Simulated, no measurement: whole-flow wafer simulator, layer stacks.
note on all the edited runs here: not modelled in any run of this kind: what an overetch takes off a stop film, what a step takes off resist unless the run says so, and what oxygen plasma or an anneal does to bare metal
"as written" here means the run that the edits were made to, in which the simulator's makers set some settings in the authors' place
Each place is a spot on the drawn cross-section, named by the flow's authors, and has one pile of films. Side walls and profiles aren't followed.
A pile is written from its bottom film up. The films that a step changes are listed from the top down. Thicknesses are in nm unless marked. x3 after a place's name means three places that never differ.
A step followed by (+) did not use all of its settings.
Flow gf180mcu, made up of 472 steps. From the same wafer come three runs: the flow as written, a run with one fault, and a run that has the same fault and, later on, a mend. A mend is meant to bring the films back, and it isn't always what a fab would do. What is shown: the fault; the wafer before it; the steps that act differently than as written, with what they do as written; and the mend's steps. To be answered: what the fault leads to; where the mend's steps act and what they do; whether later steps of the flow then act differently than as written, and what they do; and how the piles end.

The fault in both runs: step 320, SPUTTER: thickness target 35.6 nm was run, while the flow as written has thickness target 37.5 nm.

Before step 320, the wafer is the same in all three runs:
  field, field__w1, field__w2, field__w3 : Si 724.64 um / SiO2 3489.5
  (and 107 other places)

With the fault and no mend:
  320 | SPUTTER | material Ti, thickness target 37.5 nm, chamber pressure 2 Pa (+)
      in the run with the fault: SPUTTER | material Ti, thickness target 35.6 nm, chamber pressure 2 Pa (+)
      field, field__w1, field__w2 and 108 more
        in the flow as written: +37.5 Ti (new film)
        in the run with the fault: +35.6 Ti (new film)
  Steps further on in the flow that do not act as written (1 more step, not shown, differs only slightly: by at most 2% or 0.5 nm, whichever is larger):
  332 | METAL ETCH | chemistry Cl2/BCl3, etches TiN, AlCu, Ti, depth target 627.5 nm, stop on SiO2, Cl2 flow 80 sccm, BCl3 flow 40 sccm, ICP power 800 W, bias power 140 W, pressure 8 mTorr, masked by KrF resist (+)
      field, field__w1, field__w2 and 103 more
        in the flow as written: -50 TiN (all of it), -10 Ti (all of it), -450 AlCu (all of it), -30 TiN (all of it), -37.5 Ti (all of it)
        in the run with the fault: -50 TiN (all of it), -10 Ti (all of it), -450 AlCu (all of it), -30 TiN (all of it), -35.6 Ti (all of it)
  The piles end different from the flow's at field__w8, contact, m1, m1__w1, m1_nw by more than 2% or 0.5 nm, whichever is larger.
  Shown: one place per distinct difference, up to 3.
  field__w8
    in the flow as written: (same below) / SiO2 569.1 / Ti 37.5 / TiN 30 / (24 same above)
    in the run with the fault: (same below) / SiO2 569.1 / Ti 35.6 / TiN 30 / (24 same above)
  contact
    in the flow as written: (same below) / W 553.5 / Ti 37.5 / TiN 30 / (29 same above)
    in the run with the fault: (same below) / W 553.5 / Ti 35.6 / TiN 30 / (29 same above)

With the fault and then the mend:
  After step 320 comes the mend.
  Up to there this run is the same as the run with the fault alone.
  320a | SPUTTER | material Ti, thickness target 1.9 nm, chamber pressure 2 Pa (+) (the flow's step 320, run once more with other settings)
      field, field__w1, field__w2 and 108 more
        +1.9 Ti
  None of the later steps of the flow acts differently than as written at any place that is followed.
  The piles end the same as the flow's at every place that both follow.
